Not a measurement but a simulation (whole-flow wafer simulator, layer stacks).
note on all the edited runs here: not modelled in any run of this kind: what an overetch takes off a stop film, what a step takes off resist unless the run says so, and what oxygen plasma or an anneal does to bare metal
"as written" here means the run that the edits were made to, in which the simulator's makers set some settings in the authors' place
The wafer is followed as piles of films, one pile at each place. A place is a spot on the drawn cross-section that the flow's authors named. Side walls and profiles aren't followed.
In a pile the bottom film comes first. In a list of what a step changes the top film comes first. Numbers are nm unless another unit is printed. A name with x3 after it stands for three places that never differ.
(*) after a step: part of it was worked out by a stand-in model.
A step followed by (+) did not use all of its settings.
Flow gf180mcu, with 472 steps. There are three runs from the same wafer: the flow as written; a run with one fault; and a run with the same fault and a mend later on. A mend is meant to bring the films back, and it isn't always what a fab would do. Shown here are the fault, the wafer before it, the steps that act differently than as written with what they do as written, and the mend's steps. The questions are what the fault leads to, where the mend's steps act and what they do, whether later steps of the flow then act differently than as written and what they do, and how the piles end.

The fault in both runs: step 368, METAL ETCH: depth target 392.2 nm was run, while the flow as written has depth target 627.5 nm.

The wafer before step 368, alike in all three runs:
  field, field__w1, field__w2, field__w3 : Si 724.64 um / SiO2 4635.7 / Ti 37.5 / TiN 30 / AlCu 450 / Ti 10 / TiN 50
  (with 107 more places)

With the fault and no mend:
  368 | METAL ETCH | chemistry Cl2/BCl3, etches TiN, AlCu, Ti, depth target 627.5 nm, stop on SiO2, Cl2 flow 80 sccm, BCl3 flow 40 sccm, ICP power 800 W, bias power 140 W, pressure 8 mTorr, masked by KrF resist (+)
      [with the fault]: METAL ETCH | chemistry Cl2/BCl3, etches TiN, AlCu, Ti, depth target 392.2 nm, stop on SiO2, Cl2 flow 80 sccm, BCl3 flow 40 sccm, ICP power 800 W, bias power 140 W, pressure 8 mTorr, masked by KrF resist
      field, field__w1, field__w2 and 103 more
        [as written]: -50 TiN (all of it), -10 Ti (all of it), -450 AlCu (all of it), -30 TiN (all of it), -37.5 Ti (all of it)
        [with the fault]: -50 TiN (all of it), -10 Ti (all of it), -332.2 AlCu
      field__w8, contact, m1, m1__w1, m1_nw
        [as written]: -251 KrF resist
        [with the fault]: -156.9 KrF resist
  Later steps of the flow acting differently than as written:
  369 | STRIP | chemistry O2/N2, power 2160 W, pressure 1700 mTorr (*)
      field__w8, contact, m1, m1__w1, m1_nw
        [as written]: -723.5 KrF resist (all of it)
        [with the fault]: -817.6 KrF resist (all of it)
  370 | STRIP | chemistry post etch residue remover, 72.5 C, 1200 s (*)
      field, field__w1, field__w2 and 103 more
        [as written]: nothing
        [with the fault]: -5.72 AlCu
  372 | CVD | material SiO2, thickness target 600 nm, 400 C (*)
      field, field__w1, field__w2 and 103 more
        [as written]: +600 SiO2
        [with the fault]: +600 SiO2 (new film)
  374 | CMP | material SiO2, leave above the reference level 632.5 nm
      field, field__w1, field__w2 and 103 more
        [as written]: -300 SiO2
        [with the fault]: -479.6 SiO2
  By the end, the piles at field, field__w1, field__w2 and 104 more depart from the flow's by more than 2% or 0.5 nm, whichever is larger.
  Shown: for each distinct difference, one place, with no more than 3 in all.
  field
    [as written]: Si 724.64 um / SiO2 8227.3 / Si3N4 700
    [with the fault]: Si 724.64 um / SiO2 4635.7 / Ti 37.5 / TiN 30 / AlCu 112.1 / SiO2 3412 / Si3N4 700
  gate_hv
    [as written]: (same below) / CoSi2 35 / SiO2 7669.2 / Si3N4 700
    [with the fault]: (same below) / CoSi2 35 / SiO2 4077.6 / Ti 37.5 / TiN 30 / AlCu 112.1 / SiO2 3412 / Si3N4 700
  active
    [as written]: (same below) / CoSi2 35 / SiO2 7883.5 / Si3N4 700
    [with the fault]: (same below) / CoSi2 35 / SiO2 4291.9 / Ti 37.5 / TiN 30 / AlCu 112.1 / SiO2 3412 / Si3N4 700

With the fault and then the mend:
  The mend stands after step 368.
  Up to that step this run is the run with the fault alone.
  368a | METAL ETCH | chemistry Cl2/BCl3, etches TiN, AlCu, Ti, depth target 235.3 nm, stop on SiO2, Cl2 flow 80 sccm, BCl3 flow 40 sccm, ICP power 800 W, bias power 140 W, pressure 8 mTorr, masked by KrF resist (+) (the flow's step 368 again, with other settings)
      field, field__w1, field__w2 and 103 more
        -117.8 AlCu (all of it), -30 TiN (all of it), -37.5 Ti (all of it)
      field__w8, contact, m1, m1__w1, m1_nw
        -94.1 KrF resist
  Later steps of the flow that are run all act as written at every place that is followed.
  By the end, the piles equal the flow's at every place that both follow.
